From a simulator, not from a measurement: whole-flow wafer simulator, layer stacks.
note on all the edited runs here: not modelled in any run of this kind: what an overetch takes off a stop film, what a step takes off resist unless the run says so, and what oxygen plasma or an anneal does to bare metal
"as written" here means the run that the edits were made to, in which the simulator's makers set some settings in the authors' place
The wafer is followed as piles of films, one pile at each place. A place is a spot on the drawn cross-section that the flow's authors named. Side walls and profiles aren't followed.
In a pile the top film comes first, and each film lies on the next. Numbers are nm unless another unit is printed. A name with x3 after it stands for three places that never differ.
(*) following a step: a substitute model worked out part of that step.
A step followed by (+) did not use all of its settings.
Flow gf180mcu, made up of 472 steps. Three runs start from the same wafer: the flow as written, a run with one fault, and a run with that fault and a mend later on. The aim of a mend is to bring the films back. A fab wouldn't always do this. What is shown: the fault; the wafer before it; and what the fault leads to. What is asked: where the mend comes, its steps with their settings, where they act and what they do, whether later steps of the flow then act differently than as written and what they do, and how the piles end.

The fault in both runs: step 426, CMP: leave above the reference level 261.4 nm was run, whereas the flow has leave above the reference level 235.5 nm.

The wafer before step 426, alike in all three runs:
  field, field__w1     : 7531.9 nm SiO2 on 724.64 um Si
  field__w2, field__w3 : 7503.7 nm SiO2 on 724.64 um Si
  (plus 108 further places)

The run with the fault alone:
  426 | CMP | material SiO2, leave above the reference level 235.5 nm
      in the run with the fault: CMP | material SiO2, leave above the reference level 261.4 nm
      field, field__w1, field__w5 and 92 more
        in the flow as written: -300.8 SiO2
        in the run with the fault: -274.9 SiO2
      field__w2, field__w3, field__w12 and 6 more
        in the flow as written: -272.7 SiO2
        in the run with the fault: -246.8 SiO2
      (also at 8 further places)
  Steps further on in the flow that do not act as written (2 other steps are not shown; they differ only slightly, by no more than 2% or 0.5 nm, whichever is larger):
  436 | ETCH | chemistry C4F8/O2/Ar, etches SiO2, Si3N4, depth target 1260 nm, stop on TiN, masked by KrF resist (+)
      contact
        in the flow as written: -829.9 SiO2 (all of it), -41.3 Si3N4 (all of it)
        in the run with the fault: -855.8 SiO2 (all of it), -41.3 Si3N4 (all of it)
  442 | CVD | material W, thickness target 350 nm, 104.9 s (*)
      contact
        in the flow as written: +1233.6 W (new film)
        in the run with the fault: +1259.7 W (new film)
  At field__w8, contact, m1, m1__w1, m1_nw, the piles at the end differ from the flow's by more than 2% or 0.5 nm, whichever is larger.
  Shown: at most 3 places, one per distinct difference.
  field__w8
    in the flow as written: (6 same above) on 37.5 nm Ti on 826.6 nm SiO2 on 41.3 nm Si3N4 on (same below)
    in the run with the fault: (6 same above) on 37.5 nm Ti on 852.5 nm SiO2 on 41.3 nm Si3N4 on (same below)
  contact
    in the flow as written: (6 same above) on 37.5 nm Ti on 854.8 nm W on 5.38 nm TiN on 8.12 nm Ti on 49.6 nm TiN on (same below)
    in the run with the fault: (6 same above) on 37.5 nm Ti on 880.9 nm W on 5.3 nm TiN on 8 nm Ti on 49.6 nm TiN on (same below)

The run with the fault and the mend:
  After step 426 comes the mend.
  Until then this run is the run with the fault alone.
  426a | CMP | material SiO2, leave above the reference level 235.5 nm (a further turn of the flow's step 426)
      field, field__w1, field__w2 and 109 more
        -25.9 SiO2
  Every later step of the flow that is run acts as written at every place that is followed.
  By the end, the piles equal the flow's at every place that both follow.
